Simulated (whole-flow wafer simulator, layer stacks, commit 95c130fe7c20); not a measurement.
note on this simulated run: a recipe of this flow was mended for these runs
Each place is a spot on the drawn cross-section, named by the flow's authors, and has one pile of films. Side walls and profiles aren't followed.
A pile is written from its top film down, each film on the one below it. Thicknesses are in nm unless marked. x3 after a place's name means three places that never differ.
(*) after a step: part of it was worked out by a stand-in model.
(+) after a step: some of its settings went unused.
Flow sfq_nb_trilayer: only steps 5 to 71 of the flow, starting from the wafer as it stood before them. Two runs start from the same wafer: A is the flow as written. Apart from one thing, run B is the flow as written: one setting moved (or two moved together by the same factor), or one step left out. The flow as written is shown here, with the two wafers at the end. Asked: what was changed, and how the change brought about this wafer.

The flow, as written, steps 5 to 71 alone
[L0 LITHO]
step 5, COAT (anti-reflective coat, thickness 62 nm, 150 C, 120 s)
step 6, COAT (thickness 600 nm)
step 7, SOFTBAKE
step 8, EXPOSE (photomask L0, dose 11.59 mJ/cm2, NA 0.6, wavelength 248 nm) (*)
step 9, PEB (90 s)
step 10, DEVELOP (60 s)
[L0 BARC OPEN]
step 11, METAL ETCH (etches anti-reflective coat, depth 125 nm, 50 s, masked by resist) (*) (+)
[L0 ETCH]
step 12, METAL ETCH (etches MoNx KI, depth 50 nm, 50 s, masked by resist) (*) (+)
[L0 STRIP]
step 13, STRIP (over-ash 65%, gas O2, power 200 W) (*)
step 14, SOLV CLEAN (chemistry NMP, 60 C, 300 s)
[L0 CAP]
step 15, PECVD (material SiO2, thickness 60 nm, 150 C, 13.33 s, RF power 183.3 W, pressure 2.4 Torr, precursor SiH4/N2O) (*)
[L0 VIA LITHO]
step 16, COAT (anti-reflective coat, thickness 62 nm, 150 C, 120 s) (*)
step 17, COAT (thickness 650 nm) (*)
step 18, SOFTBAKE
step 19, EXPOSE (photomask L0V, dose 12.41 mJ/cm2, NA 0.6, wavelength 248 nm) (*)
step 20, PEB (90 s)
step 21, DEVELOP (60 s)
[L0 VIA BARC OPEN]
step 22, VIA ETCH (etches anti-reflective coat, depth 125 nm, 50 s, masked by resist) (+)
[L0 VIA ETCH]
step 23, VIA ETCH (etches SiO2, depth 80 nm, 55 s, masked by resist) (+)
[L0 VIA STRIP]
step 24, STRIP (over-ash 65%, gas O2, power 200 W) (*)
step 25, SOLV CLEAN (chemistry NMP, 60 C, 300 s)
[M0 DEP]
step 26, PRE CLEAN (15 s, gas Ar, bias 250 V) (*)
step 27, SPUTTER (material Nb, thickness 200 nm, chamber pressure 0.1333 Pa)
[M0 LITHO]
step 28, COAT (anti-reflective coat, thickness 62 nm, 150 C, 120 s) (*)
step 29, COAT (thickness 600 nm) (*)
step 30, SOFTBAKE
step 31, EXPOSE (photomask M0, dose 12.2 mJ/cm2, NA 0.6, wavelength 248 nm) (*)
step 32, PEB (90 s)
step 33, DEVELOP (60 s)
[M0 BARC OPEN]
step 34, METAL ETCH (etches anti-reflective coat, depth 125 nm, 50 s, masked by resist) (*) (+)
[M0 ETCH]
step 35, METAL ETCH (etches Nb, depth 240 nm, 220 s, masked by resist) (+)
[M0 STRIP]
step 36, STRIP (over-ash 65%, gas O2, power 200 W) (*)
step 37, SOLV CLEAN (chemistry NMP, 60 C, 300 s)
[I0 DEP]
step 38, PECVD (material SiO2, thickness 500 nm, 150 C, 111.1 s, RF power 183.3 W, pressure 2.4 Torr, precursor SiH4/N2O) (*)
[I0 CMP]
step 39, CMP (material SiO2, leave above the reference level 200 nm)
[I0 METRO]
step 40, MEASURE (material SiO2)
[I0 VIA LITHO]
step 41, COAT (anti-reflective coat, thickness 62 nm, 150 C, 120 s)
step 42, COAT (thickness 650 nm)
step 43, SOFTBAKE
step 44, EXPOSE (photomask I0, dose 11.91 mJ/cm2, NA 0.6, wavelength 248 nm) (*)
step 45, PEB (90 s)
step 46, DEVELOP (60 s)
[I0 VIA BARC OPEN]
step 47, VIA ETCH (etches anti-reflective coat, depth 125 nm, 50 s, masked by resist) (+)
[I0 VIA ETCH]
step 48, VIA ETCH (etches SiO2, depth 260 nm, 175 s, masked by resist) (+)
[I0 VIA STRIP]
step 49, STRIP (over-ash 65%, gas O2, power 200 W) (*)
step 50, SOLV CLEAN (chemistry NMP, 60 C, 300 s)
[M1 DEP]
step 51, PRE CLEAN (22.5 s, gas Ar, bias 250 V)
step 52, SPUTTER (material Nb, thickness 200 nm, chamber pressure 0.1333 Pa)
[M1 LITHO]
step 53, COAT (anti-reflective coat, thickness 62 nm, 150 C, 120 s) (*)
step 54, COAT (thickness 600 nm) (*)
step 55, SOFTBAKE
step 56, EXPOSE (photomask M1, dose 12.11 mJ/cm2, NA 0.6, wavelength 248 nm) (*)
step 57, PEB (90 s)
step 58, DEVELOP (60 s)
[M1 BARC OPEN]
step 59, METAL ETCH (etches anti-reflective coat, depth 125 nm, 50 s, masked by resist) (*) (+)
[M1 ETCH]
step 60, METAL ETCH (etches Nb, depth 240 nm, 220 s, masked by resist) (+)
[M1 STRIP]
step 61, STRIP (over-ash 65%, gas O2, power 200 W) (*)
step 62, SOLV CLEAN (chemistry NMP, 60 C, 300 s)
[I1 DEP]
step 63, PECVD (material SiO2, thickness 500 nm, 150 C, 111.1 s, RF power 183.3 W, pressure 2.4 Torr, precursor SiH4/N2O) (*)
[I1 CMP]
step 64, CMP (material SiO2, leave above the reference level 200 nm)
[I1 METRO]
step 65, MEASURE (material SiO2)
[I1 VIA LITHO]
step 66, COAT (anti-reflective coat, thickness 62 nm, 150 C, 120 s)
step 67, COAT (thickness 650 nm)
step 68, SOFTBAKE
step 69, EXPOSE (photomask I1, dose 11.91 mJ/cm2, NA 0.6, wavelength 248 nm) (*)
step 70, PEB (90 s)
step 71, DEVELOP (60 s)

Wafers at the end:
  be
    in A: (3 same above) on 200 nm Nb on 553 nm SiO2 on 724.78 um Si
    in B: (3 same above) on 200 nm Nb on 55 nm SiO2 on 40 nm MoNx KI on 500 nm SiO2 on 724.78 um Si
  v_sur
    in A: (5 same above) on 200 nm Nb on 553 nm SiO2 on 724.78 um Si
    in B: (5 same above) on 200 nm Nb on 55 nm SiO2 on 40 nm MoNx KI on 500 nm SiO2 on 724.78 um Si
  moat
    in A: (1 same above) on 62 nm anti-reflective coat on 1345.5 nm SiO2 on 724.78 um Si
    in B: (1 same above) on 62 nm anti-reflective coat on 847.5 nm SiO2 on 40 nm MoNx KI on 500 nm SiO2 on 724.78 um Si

What caused this: step 11, METAL ETCH: etches anti-reflective coat, depth 125 nm, 50 s, masked by resist (*) (+), was omitted.

Step by step, how the change led to this:
  step 12, METAL ETCH (etches MoNx KI, depth 50 nm, 50 s, masked by resist) (*) (+)
      v_sur, via_wl, via_w and 97 more: A MoNx KI loses 40 (all of it), SiO2 loses 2 | B nothing
  step 13, STRIP (over-ash 65%, gas O2, power 200 W) (*)
      v_sur, via_wl, via_w and 97 more: A nothing | B anti-reflective coat loses 62 (all of it)
      field_l, l0_sur, l0v, l0r_line_l, l0r_line_c, l0r_line_r: A KrF-resist-other-grade loses 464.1 (all of it), anti-reflective coat loses 62 (all of it) | B KrF-resist-other-grade loses 533.6 (all of it), anti-reflective coat loses 62 (all of it)
  step 15, PECVD (material SiO2, thickness 60 nm, 150 C, 13.33 s, RF power 183.3 W, pressure 2.4 Torr, precursor SiH4/N2O) (*)
      v_sur, via_wl, via_w and 97 more: A SiO2 gains 60 | B SiO2 gains 60 (new film)
  step 16, COAT (anti-reflective coat, thickness 62 nm, 150 C, 120 s) (*)
      via_v, be_sur, gap and 9 more: A anti-reflective coat gains 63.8 (new film) | B anti-reflective coat gains 62 (new film)
      l0r_line_l, l0r_line_c, l0r_line_r: A anti-reflective coat gains 56.2 (new film) | B anti-reflective coat gains 62 (new film)
      (and at 15 other places as well)
  step 22, VIA ETCH (etches anti-reflective coat, depth 125 nm, 50 s, masked by resist) (+)
      l0v: A anti-reflective coat loses 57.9 (all of it), SiO2 loses 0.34 | B anti-reflective coat loses 62 (all of it), SiO2 loses 0.31
  step 24, STRIP (over-ash 65%, gas O2, power 200 W) (*)
      gap, jj_sur, ce_l, c5j, be_r, r_sur, res: A KrF-resist-other-grade loses 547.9 (all of it), anti-reflective coat loses 63.8 (all of it) | B KrF-resist-other-grade loses 541.9 (all of it), anti-reflective coat loses 62 (all of it)
      l0r_line_l, l0r_line_c, l0r_line_r: A KrF-resist-other-grade loses 540.5 (all of it), anti-reflective coat loses 56.2 (all of it) | B KrF-resist-other-grade loses 541.9 (all of it), anti-reflective coat loses 62 (all of it)
      (and at 19 other places as well)
  step 28, COAT (anti-reflective coat, thickness 62 nm, 150 C, 120 s) (*)
      be_sur, gap, jj_sur and 8 more: A anti-reflective coat gains 63.7 (new film) | B anti-reflective coat gains 61.9 (new film)
      via_v, be, moat: A anti-reflective coat gains 63.8 (new film) | B anti-reflective coat gains 61.9 (new film)
      (and at 16 other places as well)
  step 34, METAL ETCH (etches anti-reflective coat, depth 125 nm, 50 s, masked by resist) (*) (+)
      moat: A anti-reflective coat loses 63.8 (all of it) | B anti-reflective coat loses 61.9 (all of it)
  step 36, STRIP (over-ash 65%, gas O2, power 200 W) (*)
      ce_r, sp_r, be_r, r_sur: A KrF-resist-other-grade loses 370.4 (all of it), anti-reflective coat loses 63.7 (all of it) | B KrF-resist-other-grade loses 364.4 (all of it), anti-reflective coat loses 61.9 (all of it)
      c5j, res, r_end: A KrF-resist-other-grade loses 370.5 (all of it), anti-reflective coat loses 63.7 (all of it) | B KrF-resist-other-grade loses 364.4 (all of it), anti-reflective coat loses 61.9 (all of it)
      (and at 25 other places as well)
  step 39, CMP (material SiO2, leave above the reference level 200 nm)
      field_l, l0_sur, l0r_line_l, l0r_line_c, l0r_line_r: A SiO2 loses 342 | B SiO2 loses 300
      l0v: A SiO2 loses 277.4 | B SiO2 loses 235.4
With metal films that touch counted as one body, be has 2 bodies (between them, from the top down: SiO2 55); the flow as written gives 1 body.
With metal films that touch counted as one body, v_sur has 3 bodies (between them, from the top down: SiO2 192.5; SiO2 55); the flow as written gives 2 bodies (between them, from the top down: SiO2 192.5).
With metal films that touch counted as one body, moat has 1 body; the flow as written gives 0 bodies.
